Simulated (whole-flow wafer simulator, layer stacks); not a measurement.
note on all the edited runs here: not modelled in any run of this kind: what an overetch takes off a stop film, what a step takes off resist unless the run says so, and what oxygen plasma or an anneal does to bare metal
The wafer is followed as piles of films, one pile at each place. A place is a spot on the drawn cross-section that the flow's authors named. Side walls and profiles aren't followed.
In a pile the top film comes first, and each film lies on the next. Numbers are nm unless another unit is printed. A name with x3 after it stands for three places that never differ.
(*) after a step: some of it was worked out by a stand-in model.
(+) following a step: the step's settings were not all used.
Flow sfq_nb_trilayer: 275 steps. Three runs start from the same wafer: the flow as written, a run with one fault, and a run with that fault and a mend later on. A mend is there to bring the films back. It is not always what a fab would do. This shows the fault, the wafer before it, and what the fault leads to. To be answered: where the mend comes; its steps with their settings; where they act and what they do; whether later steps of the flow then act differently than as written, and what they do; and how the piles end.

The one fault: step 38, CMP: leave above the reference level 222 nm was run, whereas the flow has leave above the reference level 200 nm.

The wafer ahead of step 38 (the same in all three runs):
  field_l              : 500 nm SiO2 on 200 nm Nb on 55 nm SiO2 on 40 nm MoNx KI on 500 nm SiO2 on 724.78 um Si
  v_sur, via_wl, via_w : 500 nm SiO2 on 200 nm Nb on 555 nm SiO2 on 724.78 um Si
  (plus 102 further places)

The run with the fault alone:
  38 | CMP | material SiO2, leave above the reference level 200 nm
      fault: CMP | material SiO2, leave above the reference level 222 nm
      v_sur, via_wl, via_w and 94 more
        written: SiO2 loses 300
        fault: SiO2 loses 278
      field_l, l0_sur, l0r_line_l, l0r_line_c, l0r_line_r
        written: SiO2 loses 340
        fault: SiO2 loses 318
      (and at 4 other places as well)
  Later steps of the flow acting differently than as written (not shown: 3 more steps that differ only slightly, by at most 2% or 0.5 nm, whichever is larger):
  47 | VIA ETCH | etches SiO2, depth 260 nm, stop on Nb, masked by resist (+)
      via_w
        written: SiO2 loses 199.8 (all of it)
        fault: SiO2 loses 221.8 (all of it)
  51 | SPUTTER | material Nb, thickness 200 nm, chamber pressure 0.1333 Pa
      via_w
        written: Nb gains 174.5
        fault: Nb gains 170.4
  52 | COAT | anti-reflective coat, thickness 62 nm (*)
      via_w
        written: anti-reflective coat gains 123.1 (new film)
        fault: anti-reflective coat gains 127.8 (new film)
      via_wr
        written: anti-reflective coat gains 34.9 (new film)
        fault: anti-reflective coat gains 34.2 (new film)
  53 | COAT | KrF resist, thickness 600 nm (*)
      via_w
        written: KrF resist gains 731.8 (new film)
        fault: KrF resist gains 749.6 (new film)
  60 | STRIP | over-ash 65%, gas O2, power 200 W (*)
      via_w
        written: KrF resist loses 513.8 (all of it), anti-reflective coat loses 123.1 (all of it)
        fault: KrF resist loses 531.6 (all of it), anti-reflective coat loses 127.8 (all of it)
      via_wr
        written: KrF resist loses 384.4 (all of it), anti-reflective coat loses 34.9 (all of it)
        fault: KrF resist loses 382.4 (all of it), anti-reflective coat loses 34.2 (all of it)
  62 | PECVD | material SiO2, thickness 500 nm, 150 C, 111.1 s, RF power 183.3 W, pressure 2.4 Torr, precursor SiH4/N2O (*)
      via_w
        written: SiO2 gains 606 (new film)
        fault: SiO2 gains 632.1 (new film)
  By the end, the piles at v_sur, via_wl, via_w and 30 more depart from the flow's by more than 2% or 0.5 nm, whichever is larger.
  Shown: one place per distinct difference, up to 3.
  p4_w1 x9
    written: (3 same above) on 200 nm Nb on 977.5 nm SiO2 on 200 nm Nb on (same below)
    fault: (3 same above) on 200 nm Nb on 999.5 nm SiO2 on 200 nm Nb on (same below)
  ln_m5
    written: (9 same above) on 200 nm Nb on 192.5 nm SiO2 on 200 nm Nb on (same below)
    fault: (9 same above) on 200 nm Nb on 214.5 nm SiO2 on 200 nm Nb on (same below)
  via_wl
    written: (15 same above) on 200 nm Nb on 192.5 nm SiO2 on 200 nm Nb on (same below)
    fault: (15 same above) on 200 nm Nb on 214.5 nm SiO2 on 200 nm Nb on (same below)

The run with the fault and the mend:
  The mend stands after step 39.
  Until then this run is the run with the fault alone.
  39a | CMP | material SiO2, leave above the reference level 200 nm (the flow's step 38, run once more)
      field_l, v_sur, via_wl and 103 more
        SiO2 loses 22
  None of the later steps of the flow acts differently than as written at any place that is followed.
  At every place that both follow, the piles at the end match the flow's.
